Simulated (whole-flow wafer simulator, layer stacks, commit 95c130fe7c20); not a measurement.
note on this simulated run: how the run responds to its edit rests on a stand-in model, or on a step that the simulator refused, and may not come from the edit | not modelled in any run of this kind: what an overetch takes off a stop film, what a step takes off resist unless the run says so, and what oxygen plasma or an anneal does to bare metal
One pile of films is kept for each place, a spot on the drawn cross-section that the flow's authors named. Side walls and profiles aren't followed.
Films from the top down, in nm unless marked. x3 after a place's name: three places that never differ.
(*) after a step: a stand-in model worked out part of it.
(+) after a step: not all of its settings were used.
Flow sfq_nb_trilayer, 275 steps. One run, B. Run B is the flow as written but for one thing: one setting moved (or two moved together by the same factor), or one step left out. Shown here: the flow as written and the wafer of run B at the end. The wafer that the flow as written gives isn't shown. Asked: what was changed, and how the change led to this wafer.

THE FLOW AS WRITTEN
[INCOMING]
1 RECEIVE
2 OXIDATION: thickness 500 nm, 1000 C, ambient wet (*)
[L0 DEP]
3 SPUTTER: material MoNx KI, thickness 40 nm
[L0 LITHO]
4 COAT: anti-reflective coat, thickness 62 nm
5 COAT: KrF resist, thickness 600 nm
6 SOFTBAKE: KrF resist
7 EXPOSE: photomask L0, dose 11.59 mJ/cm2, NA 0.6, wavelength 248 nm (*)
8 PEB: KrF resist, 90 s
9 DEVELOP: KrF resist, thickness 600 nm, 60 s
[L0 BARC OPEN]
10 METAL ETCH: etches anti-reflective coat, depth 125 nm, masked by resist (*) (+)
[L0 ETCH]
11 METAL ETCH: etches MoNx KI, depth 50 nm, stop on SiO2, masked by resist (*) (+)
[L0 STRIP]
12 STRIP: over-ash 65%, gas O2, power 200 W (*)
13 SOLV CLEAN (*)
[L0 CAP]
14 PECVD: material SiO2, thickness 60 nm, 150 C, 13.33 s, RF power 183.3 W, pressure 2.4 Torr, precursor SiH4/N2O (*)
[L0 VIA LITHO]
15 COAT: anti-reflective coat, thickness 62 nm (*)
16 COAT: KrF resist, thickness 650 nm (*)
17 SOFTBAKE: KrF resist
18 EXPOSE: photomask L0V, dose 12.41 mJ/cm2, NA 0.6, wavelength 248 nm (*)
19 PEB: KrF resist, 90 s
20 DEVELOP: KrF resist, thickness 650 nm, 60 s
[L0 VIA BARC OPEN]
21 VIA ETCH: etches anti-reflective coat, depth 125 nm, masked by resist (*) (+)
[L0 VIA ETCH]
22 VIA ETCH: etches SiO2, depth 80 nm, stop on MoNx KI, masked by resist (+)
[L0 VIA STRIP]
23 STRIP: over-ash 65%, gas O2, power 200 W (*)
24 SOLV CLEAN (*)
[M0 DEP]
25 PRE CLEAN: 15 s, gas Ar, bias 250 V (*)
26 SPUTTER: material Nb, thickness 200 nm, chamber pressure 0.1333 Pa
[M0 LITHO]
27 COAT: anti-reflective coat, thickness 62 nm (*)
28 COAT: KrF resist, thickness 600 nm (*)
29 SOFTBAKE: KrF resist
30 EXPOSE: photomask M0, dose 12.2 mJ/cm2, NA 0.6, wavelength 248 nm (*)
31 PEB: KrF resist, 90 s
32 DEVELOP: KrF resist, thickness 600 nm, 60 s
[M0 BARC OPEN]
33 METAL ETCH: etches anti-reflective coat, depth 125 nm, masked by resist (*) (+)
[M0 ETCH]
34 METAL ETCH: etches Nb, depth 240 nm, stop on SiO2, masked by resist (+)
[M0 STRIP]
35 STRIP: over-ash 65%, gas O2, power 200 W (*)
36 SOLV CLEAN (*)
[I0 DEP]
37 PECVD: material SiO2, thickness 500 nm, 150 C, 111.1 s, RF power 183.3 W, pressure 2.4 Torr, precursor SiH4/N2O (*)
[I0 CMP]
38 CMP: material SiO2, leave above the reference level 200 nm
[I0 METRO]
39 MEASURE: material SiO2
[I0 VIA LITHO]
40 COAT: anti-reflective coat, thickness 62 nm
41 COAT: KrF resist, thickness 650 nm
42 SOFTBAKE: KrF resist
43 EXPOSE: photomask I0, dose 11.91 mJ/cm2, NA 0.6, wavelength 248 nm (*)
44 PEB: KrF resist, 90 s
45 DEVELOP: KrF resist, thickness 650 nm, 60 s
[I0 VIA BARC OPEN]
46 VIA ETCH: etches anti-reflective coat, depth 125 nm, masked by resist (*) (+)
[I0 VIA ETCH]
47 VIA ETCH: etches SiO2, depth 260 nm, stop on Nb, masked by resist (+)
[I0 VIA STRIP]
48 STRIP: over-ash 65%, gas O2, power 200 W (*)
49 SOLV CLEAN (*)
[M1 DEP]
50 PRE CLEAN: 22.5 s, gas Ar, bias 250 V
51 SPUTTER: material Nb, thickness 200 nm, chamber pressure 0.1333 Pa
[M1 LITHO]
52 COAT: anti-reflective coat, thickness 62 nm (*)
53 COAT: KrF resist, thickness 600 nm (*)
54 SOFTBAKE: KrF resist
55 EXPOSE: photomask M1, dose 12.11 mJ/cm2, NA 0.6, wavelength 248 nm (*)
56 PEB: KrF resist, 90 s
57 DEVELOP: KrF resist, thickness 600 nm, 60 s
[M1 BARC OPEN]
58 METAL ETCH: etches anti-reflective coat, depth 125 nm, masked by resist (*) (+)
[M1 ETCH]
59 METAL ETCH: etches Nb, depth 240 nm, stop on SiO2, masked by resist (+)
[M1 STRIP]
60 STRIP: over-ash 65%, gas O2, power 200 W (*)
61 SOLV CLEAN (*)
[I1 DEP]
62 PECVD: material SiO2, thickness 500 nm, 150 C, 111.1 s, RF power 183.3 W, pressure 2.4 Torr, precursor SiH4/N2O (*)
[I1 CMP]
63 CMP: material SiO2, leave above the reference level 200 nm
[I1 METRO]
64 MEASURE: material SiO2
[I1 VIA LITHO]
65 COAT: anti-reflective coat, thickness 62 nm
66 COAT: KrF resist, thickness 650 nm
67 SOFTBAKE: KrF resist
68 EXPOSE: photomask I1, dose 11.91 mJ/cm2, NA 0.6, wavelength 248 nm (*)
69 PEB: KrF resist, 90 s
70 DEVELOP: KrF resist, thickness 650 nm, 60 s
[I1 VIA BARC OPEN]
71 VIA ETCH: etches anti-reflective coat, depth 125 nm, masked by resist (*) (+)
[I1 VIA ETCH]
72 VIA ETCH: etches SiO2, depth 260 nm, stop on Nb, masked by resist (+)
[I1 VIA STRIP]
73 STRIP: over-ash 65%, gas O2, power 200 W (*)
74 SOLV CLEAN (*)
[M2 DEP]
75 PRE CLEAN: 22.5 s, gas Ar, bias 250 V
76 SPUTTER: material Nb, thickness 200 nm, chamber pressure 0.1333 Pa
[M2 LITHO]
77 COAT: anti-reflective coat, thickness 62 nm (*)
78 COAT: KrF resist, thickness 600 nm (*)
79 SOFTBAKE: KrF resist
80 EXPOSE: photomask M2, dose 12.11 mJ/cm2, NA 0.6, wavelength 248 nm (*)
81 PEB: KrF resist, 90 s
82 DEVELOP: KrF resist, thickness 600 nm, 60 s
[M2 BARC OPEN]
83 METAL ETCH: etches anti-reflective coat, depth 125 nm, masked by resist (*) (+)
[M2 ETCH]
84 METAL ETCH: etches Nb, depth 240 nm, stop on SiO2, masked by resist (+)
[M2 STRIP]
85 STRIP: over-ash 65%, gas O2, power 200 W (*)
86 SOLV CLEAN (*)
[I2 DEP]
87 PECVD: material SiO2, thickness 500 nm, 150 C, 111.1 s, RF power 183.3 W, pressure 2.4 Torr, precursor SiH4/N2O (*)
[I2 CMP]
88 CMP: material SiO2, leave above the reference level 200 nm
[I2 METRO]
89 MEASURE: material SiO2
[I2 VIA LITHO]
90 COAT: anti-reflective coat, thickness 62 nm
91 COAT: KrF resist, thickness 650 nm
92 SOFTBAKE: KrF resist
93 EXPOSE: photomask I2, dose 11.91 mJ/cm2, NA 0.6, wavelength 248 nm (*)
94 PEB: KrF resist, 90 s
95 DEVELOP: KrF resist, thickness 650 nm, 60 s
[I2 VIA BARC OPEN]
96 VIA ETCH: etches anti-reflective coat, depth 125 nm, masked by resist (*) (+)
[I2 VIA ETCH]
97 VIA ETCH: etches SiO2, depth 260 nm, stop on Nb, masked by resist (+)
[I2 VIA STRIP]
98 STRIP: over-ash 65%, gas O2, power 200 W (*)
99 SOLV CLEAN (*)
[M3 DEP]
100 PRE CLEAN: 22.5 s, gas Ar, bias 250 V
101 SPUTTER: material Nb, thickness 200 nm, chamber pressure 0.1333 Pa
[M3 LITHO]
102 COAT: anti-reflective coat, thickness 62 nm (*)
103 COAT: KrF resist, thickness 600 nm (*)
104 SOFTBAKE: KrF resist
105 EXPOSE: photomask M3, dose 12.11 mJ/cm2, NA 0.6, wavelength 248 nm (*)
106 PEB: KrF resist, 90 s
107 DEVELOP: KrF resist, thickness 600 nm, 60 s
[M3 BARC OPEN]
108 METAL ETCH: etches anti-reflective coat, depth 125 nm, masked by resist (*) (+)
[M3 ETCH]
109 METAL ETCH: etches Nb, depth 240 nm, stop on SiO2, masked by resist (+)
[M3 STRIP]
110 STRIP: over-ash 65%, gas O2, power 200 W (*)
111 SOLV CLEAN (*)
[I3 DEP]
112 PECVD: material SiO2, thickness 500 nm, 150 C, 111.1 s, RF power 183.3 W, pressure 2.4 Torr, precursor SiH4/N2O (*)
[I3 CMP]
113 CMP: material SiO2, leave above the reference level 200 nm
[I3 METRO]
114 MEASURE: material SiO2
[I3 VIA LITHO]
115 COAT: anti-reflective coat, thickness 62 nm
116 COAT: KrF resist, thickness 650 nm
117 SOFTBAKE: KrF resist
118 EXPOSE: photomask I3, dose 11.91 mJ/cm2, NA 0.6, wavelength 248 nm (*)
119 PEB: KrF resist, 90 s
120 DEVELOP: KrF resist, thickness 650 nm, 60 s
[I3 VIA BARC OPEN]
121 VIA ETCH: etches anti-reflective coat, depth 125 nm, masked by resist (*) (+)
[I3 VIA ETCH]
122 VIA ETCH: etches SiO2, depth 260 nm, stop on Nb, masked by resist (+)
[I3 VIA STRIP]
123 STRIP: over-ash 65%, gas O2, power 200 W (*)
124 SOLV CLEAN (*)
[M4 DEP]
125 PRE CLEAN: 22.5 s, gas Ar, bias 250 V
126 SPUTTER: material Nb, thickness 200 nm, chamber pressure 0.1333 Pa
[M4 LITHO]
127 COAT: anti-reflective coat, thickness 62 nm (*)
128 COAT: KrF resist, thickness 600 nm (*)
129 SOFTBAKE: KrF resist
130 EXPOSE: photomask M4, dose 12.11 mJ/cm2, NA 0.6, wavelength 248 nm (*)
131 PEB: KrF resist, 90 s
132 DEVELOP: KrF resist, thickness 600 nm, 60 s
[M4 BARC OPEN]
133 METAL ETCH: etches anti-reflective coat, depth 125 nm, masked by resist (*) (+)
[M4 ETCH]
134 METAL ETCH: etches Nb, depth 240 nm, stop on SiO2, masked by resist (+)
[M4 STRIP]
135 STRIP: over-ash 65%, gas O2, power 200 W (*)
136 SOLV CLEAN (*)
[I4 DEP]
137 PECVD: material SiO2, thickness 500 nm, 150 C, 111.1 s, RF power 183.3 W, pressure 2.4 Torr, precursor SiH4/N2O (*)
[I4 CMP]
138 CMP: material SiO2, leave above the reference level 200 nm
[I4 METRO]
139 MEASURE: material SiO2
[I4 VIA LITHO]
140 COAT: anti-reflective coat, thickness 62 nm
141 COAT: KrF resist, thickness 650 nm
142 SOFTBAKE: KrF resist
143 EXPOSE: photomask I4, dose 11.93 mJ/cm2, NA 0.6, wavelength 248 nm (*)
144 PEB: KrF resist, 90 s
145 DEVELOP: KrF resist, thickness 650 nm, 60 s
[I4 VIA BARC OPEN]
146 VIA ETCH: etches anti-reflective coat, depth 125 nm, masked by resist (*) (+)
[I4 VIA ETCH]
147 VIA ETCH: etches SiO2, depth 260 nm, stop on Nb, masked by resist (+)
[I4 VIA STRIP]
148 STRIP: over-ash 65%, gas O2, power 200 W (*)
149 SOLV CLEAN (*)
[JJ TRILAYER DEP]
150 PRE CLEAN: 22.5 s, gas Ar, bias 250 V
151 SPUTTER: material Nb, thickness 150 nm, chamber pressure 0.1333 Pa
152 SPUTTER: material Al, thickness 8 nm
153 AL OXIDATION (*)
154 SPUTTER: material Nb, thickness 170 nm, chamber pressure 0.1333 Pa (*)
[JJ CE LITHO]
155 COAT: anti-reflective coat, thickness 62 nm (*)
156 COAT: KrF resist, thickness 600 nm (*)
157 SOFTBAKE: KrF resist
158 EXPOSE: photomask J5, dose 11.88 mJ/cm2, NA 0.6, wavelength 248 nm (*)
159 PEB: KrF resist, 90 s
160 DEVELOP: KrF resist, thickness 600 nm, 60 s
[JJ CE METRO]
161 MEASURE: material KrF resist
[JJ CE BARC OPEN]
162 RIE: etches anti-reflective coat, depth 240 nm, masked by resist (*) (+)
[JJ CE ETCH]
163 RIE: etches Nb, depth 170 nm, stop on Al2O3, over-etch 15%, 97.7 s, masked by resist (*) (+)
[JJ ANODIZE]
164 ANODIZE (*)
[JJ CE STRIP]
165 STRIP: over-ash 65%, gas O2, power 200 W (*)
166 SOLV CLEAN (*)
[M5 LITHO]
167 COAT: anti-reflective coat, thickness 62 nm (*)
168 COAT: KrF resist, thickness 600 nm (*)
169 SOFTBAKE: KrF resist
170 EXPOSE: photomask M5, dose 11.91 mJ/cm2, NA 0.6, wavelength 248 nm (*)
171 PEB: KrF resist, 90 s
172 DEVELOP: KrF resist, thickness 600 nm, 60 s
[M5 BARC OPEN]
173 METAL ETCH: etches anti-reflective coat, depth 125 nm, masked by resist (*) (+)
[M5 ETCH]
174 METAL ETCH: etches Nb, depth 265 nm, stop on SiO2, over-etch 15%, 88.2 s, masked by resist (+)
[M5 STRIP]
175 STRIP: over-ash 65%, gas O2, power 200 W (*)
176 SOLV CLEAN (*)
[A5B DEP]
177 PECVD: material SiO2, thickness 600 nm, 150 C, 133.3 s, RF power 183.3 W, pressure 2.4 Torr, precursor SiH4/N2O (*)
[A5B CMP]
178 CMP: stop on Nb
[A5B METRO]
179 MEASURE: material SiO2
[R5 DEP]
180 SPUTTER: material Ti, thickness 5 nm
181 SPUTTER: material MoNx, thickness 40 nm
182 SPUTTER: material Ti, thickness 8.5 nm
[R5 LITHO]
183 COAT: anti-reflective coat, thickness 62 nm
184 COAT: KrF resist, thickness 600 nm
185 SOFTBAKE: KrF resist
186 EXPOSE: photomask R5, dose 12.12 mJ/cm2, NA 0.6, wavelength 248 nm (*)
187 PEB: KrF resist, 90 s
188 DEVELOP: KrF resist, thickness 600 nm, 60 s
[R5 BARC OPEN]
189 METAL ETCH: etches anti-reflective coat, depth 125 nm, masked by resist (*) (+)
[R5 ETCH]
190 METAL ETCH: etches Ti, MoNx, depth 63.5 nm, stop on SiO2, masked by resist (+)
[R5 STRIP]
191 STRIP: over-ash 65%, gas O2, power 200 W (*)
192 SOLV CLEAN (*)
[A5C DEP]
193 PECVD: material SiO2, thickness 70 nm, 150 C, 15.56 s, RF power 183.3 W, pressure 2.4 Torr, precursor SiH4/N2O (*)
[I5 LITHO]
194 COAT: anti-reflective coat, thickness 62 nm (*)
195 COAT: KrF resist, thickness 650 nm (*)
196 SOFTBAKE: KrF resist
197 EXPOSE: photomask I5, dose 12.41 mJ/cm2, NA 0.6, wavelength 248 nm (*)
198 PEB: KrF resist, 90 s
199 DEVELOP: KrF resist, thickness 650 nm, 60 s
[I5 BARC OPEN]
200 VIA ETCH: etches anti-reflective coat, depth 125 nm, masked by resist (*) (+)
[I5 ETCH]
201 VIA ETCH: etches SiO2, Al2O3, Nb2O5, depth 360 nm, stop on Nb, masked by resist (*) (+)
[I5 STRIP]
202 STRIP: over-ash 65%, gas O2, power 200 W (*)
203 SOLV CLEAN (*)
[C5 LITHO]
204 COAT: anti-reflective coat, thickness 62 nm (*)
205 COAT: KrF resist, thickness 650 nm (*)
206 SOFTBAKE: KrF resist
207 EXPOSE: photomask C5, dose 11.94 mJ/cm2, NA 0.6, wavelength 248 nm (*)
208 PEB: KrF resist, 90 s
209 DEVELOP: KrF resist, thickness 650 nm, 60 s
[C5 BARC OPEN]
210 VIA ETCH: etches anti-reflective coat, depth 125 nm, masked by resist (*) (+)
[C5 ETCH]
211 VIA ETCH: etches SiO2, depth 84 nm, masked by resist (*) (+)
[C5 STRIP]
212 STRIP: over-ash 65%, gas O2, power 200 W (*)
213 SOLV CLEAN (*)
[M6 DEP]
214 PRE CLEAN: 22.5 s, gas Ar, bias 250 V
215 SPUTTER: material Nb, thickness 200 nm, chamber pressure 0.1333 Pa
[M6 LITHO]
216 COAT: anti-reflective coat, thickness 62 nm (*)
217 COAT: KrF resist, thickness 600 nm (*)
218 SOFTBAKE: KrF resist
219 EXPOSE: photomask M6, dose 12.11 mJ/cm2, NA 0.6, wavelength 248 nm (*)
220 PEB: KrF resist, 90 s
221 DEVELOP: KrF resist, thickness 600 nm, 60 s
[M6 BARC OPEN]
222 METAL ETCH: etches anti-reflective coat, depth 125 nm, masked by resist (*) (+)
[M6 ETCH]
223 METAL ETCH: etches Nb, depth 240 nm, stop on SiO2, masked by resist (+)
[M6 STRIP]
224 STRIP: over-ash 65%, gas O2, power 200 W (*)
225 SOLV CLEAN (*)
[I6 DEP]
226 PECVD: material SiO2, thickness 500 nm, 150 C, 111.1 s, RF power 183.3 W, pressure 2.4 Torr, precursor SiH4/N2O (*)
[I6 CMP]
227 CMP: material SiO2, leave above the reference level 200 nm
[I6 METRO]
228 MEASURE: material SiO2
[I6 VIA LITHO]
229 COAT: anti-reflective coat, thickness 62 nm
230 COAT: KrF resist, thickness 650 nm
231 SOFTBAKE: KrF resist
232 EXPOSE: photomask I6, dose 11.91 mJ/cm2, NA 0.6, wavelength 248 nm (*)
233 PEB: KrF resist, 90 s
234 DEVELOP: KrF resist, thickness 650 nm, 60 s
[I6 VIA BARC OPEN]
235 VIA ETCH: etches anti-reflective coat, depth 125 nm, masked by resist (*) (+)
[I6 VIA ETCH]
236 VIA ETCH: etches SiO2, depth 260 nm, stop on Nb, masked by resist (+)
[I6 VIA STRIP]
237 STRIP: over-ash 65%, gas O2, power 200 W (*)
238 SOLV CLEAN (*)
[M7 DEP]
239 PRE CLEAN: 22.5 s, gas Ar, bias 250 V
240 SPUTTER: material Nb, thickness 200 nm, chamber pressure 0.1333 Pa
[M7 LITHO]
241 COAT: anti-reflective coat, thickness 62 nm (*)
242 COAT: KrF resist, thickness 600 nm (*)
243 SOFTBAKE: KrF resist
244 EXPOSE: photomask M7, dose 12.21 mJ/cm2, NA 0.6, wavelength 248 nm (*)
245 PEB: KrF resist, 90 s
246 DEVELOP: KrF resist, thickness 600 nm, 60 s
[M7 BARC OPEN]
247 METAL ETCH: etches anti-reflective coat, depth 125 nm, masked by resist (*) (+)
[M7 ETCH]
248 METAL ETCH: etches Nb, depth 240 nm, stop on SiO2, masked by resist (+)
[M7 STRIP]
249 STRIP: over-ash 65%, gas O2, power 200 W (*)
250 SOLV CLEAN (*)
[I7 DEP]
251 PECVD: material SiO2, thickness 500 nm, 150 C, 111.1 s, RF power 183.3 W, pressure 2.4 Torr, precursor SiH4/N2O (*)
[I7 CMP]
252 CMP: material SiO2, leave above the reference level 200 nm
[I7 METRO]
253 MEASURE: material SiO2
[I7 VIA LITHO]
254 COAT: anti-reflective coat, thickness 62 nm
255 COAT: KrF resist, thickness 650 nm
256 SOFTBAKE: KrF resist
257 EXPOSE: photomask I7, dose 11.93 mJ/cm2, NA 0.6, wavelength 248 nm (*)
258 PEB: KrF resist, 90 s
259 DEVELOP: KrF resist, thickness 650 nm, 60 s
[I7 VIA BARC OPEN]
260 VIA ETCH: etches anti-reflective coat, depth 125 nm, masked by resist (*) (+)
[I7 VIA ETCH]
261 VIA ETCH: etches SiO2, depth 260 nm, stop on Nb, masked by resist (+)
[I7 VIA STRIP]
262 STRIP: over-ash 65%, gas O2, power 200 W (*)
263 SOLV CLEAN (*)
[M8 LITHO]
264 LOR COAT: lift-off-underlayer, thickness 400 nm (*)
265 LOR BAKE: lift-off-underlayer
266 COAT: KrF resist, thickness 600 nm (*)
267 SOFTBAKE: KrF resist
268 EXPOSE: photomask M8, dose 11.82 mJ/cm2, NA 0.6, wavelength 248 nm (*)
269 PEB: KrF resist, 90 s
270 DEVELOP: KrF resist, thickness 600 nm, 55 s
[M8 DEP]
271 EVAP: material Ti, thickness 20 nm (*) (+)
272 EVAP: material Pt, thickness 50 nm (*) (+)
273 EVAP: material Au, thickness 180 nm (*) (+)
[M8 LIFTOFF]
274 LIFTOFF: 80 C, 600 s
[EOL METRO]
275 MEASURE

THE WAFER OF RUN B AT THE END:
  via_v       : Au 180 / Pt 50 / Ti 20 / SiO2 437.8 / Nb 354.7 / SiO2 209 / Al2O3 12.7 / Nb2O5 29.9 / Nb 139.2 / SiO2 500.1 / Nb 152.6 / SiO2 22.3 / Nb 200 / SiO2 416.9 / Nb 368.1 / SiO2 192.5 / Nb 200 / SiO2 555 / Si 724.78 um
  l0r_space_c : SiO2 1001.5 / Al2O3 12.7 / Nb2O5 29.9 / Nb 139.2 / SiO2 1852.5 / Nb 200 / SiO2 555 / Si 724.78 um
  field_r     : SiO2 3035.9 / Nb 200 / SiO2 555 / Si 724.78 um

The cause: step 113, CMP: leave above the reference level 290 nm was run, where the flow has leave above the reference level 200 nm.

How the change led to this, step by step:
  113 CMP: material SiO2, leave above the reference level 200 nm
      field_l, be, be_sur and 64 more: SiO2 -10 (as written it would be: SiO2 -100)
      v_sur, via_wl, via_wr and 27 more: SiO2 -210 (as written it would be: SiO2 -300)
      (and at 9 more places)
  122 VIA ETCH: etches SiO2, depth 260 nm, stop on Nb, masked by resist (+)
      via_v: SiO2 -260 (as written it would be: SiO2 -199.8 (all of it))
  125 PRE CLEAN: 22.5 s, gas Ar, bias 250 V
      via_v: SiO2 -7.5 (as written it would be: Nb -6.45)
  126 SPUTTER: material Nb, thickness 200 nm, chamber pressure 0.1333 Pa
      via_v: Nb +152.6 (new film) (as written it would be: Nb +165.5)
  127 COAT: anti-reflective coat, thickness 62 nm (*)
      via_sp: anti-reflective coat +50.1 (new film) (as written it would be: anti-reflective coat +53 (new film))
      via_v: anti-reflective coat +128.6 (new film) (as written it would be: anti-reflective coat +124.8 (new film))
      (and at 1 more place)
  128 COAT: KrF resist, thickness 600 nm (*)
      via_v: KrF resist +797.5 (new film) (as written it would be: KrF resist +739.8 (new film))
  135 STRIP: over-ash 65%, gas O2, power 200 W (*)
      via_sp: KrF resist -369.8 (all of it), anti-reflective coat -50.1 (all of it) (as written it would be: KrF resist -373.9 (all of it), anti-reflective coat -53 (all of it))
      via_v: KrF resist -579.3 (all of it), anti-reflective coat -128.6 (all of it) (as written it would be: KrF resist -521.8 (all of it), anti-reflective coat -124.8 (all of it))
      (and at 1 more place)
  137 PECVD: material SiO2, thickness 500 nm, 150 C, 111.1 s, RF power 183.3 W, pressure 2.4 Torr, precursor SiH4/N2O (*)
      via_v: SiO2 +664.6 (new film) (as written it would be: SiO2 +615 (new film))
  138 CMP: material SiO2, leave above the reference level 200 nm
      via_v: SiO2 -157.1 (as written it would be: SiO2 -181.6)
Counting metal films that touch as one body, via_v has 7 bodies (between them, from the top down: SiO2 437.8; SiO2 209 / Al2O3 12.7 / Nb2O5 29.9; SiO2 500.1; SiO2 22.3; SiO2 416.9; SiO2 192.5); the flow as written gives 6 bodies (between them, from the top down: SiO2 437.8; SiO2 209 / Al2O3 12.7 / Nb2O5 29.9; SiO2 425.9; SiO2 416.9; SiO2 192.5).
